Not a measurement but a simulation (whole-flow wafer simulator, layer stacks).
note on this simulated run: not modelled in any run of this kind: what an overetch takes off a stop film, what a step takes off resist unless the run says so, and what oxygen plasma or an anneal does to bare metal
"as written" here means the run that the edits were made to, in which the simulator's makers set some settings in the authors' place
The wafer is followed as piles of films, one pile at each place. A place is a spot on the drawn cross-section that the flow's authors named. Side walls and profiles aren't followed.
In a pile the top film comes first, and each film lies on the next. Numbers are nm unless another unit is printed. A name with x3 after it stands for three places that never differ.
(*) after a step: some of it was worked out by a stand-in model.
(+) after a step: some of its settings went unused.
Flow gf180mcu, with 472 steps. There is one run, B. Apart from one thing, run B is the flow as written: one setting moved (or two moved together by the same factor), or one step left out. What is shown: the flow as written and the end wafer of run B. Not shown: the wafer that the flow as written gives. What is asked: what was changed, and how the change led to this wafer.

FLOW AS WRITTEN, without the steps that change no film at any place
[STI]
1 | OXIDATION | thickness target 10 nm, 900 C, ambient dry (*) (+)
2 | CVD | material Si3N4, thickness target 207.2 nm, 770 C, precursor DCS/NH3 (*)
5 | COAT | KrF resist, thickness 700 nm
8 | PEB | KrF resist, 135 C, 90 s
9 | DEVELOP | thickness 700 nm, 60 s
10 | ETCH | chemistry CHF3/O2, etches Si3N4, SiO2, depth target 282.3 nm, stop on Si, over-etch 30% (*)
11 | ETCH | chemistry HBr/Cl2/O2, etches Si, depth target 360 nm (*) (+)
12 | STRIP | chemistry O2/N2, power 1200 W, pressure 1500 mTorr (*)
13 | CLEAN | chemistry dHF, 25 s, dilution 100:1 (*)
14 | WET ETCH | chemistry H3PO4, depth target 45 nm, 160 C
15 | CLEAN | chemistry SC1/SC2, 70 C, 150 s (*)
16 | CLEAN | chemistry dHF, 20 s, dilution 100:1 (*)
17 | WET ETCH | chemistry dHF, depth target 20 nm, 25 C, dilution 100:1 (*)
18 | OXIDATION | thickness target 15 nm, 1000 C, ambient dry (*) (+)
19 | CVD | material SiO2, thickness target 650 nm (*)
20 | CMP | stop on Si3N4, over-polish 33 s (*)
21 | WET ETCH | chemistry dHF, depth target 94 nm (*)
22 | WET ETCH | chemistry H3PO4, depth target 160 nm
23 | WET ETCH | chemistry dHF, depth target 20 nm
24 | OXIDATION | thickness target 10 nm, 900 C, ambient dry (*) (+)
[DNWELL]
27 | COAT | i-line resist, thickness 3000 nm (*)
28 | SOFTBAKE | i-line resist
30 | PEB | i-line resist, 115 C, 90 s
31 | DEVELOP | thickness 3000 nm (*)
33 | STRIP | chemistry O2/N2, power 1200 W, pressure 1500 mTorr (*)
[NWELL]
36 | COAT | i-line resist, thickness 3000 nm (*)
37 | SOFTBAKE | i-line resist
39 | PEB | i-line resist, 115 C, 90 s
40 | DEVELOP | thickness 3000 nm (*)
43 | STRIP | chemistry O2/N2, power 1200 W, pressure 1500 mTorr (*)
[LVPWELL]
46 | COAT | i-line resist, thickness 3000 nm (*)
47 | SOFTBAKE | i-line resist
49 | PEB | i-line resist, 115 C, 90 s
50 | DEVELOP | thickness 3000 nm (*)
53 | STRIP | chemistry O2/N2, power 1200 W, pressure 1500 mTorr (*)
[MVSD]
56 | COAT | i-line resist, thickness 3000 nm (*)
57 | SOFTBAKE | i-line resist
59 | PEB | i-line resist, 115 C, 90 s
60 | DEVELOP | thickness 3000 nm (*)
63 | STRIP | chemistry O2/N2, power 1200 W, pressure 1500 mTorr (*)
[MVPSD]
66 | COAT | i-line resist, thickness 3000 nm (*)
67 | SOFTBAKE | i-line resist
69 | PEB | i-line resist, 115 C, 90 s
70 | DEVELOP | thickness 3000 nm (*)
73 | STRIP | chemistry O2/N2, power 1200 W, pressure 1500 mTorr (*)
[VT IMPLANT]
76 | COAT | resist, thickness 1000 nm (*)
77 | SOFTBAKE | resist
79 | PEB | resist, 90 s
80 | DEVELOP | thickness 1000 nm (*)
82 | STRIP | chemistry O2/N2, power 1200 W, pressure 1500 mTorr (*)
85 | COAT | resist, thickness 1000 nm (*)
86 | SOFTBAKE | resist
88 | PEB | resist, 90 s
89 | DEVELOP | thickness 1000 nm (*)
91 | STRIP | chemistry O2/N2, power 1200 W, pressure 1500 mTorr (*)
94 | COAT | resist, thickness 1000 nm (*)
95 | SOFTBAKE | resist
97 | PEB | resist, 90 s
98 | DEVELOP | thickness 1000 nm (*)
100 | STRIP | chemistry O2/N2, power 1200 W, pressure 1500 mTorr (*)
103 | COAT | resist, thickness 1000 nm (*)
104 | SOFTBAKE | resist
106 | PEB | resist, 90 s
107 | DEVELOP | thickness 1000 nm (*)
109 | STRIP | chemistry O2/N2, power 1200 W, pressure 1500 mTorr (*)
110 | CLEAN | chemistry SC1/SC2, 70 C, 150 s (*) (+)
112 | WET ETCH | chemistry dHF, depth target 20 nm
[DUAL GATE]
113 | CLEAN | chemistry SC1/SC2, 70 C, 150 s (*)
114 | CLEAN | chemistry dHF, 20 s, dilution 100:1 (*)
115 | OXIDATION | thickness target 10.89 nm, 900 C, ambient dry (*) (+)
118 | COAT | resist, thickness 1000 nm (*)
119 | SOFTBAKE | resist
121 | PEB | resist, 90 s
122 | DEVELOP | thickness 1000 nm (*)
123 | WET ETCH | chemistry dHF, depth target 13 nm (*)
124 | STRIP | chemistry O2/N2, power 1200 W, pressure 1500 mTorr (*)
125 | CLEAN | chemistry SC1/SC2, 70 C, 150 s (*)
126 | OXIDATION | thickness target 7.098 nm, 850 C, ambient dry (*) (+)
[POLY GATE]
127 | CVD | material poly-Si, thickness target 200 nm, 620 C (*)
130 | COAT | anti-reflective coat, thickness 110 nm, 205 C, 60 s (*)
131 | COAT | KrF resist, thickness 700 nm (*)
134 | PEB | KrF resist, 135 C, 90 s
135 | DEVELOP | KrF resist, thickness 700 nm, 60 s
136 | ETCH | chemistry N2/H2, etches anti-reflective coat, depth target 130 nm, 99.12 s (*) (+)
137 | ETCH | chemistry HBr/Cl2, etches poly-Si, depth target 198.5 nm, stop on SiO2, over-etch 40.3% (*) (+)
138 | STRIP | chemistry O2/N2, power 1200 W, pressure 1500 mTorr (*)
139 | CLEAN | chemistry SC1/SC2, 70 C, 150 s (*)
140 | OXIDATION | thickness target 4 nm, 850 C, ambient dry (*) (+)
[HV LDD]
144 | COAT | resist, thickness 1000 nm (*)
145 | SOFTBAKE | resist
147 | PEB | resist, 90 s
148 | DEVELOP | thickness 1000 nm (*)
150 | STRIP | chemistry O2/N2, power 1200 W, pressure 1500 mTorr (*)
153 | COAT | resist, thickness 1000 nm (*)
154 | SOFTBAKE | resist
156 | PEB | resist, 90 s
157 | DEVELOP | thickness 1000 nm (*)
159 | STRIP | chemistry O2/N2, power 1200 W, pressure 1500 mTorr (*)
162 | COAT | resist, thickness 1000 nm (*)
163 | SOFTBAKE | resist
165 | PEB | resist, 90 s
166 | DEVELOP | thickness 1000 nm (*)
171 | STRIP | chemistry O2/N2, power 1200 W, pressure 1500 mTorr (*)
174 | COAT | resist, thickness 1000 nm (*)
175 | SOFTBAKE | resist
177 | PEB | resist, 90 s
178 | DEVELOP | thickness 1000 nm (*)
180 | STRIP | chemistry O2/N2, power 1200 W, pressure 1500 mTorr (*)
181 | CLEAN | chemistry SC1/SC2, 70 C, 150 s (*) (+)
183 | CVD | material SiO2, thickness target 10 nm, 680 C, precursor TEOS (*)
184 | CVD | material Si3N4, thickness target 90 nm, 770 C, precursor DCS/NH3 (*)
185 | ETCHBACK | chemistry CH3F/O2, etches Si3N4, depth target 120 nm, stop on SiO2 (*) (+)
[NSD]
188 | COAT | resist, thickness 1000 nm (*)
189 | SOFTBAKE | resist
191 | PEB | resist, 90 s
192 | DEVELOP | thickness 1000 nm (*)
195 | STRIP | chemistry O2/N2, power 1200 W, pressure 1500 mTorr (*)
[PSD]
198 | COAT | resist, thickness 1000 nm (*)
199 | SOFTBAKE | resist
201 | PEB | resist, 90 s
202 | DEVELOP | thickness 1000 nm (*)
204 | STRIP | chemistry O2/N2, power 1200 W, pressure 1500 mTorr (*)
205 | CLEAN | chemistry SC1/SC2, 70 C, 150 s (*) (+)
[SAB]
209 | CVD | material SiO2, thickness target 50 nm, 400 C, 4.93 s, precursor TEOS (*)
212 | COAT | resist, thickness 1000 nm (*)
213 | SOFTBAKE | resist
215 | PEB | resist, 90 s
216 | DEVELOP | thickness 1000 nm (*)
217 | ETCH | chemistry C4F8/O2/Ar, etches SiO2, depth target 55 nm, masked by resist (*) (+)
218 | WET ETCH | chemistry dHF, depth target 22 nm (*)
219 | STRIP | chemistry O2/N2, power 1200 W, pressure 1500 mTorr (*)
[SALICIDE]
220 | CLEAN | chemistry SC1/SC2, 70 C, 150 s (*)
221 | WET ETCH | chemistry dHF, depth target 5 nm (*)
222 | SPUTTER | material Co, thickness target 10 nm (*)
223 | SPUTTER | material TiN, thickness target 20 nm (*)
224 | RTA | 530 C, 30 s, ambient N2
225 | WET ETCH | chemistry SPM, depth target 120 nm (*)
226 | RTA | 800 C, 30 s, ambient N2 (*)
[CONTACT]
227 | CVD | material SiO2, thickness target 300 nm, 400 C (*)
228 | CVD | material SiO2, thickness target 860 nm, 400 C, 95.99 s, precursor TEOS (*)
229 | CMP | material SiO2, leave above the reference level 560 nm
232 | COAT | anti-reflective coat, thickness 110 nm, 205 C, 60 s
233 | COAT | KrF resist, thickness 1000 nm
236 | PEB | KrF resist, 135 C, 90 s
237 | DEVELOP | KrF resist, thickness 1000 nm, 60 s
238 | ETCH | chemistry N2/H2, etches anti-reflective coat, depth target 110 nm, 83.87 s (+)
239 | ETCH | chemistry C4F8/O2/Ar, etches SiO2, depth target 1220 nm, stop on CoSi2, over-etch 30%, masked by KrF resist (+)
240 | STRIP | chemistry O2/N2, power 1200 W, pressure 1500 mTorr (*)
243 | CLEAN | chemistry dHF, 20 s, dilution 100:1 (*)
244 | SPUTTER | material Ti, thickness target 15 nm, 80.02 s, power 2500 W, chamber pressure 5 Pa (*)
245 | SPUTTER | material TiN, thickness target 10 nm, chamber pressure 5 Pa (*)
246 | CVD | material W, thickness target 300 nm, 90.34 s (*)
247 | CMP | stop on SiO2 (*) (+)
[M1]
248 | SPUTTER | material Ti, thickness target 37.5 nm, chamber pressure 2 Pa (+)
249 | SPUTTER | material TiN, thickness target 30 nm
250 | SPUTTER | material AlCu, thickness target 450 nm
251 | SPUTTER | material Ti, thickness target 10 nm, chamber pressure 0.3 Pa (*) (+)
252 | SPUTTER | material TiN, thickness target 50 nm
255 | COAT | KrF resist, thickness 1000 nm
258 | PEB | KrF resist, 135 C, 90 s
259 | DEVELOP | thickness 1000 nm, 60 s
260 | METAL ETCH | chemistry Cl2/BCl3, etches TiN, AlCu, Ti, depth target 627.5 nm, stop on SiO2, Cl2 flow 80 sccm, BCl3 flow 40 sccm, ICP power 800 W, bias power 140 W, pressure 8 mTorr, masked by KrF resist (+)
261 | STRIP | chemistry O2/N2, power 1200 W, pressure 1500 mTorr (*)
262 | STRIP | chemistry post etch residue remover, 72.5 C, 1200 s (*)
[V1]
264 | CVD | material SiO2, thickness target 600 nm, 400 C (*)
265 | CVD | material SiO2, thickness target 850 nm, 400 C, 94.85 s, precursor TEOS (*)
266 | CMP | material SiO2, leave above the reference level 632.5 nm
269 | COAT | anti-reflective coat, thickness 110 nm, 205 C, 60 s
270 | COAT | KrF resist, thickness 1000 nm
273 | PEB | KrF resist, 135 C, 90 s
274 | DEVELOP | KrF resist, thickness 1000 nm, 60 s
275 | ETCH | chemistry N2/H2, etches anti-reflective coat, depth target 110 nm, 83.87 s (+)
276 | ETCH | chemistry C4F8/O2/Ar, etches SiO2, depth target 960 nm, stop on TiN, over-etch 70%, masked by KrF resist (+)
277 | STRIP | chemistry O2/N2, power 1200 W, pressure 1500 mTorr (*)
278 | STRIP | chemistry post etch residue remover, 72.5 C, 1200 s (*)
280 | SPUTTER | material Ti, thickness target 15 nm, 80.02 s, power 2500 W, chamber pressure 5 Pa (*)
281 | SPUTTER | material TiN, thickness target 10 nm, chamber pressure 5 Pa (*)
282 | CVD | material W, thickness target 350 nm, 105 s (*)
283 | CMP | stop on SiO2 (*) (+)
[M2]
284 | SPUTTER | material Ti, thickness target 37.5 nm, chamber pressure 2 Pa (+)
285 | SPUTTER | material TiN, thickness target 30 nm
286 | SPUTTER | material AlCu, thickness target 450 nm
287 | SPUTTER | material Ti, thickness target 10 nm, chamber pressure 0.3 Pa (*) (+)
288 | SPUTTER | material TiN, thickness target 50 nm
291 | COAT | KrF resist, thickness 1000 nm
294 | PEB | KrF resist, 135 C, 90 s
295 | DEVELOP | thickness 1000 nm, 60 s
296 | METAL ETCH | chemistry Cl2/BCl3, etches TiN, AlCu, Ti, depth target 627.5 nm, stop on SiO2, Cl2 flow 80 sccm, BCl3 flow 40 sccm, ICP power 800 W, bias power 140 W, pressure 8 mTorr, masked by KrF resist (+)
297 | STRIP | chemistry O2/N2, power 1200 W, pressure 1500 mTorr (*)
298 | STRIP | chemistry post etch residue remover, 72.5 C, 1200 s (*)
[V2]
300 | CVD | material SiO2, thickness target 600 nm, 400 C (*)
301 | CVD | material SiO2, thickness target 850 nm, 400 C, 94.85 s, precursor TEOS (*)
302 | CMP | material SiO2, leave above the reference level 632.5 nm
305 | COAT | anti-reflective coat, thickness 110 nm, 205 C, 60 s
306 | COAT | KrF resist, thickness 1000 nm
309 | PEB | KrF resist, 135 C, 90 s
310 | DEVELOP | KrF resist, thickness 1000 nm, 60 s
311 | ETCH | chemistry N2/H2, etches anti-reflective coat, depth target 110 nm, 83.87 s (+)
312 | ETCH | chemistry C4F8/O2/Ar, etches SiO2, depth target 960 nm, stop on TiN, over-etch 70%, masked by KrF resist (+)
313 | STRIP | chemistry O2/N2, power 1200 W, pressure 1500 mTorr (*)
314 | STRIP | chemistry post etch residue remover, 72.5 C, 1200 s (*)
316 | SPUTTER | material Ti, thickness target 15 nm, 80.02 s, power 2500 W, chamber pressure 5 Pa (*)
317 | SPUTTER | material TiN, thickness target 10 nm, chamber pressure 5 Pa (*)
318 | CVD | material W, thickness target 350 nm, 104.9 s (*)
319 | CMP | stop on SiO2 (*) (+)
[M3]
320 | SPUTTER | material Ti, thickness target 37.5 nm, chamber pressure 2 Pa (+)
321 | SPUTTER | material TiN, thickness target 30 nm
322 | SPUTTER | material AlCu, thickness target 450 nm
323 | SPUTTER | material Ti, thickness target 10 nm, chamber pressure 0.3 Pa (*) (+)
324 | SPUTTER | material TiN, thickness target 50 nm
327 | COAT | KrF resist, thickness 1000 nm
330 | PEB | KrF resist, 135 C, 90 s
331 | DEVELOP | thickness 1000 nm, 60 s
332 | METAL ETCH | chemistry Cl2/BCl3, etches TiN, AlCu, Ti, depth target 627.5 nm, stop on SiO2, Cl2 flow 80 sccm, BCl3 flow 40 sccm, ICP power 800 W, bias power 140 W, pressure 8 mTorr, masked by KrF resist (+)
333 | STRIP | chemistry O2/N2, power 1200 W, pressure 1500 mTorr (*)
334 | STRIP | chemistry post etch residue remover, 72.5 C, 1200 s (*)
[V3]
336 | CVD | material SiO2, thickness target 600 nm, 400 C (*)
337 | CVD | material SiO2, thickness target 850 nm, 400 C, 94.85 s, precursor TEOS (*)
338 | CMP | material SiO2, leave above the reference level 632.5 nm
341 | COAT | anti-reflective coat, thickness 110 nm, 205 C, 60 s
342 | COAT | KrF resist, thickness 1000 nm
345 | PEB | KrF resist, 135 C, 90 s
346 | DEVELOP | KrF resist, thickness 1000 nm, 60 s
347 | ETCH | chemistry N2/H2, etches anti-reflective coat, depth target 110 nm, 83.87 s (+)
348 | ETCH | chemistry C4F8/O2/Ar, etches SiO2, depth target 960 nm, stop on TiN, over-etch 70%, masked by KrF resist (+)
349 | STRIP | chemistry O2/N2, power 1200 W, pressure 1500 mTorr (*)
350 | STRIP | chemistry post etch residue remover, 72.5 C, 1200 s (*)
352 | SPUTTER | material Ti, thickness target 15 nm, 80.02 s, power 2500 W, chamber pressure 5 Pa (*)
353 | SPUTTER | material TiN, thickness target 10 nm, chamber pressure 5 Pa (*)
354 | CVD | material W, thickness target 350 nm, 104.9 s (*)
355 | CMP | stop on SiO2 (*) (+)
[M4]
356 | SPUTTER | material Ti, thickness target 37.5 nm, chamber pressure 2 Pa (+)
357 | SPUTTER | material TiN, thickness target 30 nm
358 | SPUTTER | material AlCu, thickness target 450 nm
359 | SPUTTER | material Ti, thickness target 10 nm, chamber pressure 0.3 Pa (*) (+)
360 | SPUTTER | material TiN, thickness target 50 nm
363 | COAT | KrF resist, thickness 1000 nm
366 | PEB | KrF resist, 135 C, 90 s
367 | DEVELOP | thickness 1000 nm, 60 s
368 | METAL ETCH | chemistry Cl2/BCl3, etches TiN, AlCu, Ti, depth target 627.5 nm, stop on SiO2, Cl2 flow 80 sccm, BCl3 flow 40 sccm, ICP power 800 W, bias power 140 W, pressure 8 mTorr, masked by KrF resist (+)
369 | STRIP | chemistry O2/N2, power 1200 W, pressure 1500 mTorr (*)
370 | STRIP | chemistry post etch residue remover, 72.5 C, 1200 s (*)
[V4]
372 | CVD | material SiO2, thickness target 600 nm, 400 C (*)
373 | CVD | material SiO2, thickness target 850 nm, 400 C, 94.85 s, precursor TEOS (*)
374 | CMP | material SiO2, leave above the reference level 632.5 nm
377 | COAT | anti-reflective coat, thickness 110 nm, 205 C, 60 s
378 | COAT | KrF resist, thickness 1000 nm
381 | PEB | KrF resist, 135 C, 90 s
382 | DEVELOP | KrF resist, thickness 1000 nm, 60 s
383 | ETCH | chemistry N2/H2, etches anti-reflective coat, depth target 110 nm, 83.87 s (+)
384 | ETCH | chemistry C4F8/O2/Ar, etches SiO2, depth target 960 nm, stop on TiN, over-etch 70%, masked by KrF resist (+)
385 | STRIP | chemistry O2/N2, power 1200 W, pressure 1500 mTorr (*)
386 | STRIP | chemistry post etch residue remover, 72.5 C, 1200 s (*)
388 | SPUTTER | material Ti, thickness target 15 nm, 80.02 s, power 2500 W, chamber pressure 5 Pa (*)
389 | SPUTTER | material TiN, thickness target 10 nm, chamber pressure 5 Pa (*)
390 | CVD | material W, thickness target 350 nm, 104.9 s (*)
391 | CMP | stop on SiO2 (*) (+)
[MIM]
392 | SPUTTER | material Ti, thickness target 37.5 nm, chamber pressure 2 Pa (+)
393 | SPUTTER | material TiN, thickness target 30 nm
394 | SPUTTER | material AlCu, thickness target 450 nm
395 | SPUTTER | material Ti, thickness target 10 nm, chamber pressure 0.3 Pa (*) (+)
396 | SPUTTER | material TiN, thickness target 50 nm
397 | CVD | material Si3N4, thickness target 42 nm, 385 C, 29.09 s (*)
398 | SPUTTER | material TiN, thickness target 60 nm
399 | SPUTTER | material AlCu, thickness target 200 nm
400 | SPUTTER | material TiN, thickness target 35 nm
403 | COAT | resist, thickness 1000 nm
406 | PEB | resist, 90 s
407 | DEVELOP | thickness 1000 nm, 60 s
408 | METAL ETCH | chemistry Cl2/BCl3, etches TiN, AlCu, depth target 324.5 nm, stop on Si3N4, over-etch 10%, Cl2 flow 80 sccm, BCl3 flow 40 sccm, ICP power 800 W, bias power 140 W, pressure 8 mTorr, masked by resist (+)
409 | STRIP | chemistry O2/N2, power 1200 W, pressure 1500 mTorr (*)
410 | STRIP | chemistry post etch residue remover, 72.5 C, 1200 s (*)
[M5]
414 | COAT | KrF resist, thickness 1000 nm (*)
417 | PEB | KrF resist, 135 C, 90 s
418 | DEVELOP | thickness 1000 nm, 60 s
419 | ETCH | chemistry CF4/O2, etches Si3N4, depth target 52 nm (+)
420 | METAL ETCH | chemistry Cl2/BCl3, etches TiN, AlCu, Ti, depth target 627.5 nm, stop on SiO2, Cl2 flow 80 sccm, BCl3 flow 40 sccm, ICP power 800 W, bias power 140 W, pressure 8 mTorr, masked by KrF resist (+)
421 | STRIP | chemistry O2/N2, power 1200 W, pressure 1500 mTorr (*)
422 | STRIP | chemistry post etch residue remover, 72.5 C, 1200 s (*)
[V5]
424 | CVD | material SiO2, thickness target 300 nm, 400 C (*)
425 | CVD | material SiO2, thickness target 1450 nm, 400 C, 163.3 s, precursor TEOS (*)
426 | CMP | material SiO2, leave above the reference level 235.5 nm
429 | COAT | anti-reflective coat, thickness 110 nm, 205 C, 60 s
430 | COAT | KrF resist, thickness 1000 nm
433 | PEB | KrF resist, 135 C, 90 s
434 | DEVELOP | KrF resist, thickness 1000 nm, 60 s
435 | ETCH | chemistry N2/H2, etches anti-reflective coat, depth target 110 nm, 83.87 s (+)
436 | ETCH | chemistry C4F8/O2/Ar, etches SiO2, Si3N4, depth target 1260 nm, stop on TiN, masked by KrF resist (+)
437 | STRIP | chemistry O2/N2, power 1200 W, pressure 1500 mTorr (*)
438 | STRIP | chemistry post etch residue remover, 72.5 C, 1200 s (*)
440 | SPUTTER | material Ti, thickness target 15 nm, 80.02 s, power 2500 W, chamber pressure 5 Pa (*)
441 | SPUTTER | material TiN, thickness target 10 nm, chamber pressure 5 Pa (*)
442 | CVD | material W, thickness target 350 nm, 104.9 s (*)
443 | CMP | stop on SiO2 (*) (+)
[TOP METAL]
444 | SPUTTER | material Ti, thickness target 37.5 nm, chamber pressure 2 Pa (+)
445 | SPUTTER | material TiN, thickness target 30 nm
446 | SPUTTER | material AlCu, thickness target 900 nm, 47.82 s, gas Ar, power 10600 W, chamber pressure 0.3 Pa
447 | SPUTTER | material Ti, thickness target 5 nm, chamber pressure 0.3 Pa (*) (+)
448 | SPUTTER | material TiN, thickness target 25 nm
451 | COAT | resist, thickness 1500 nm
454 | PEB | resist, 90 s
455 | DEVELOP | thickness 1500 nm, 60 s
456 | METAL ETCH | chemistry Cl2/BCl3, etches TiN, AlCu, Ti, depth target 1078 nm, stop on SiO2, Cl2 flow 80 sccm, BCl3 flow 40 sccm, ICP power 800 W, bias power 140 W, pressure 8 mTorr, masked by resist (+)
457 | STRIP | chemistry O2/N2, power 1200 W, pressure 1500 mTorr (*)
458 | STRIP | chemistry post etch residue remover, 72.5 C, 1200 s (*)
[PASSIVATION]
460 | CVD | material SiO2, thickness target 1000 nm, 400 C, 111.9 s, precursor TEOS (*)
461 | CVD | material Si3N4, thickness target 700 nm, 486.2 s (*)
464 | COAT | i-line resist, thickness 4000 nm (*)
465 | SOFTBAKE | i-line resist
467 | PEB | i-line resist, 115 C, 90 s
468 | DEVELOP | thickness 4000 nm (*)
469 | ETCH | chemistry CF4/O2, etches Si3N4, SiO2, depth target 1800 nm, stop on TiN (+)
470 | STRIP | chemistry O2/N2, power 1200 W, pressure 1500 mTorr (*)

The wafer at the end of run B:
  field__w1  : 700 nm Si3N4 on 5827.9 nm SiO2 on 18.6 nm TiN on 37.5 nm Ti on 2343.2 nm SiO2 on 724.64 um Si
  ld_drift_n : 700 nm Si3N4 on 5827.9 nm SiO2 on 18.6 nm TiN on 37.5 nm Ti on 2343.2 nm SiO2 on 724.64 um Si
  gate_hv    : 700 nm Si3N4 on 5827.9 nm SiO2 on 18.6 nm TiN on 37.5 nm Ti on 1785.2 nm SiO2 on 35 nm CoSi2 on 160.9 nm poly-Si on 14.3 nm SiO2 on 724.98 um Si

The reason: step 296, METAL ETCH: depth target 521 nm was run, while the flow as written has depth target 627.5 nm.

Step by step, how the change led to this:
  296 | METAL ETCH | chemistry Cl2/BCl3, etches TiN, AlCu, Ti, depth target 627.5 nm, stop on SiO2, Cl2 flow 80 sccm, BCl3 flow 40 sccm, ICP power 800 W, bias power 140 W, pressure 8 mTorr, masked by KrF resist (+)
      field, field__w1, field__w2 and 103 more: TiN loses 50 (all of it), Ti loses 10 (all of it), AlCu loses 450 (all of it), TiN loses 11 (as written it would have been: TiN loses 50 (all of it), Ti loses 10 (all of it), AlCu loses 450 (all of it), TiN loses 30 (all of it), Ti loses 37.5 (all of it))
      field__w8, contact, m1, m1__w1, m1_nw: KrF resist loses 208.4 (as written it would have been: KrF resist loses 251)
  297 | STRIP | chemistry O2/N2, power 1200 W, pressure 1500 mTorr (*)
      field__w8, contact, m1, m1__w1, m1_nw: KrF resist loses 770 (all of it) (as written it would have been: KrF resist loses 727.4 (all of it))
  300 | CVD | material SiO2, thickness target 600 nm, 400 C (*)
      field, field__w1, field__w2 and 103 more: SiO2 gains 600 (new film) (as written it would have been: SiO2 gains 600)
  302 | CMP | material SiO2, leave above the reference level 632.5 nm
      field, field__w1, field__w2 and 103 more: SiO2 loses 356.1 (as written it would have been: SiO2 loses 300)
Taking metal films that touch as one body, field__w1 has 1 body; the flow as written gives 0 bodies.
Taking metal films that touch as one body, ld_drift_n has 1 body; the flow as written gives 0 bodies.
Taking metal films that touch as one body, gate_hv has 2 bodies (between them, from the top down: SiO2 1785.2); the flow as written gives 1 body.
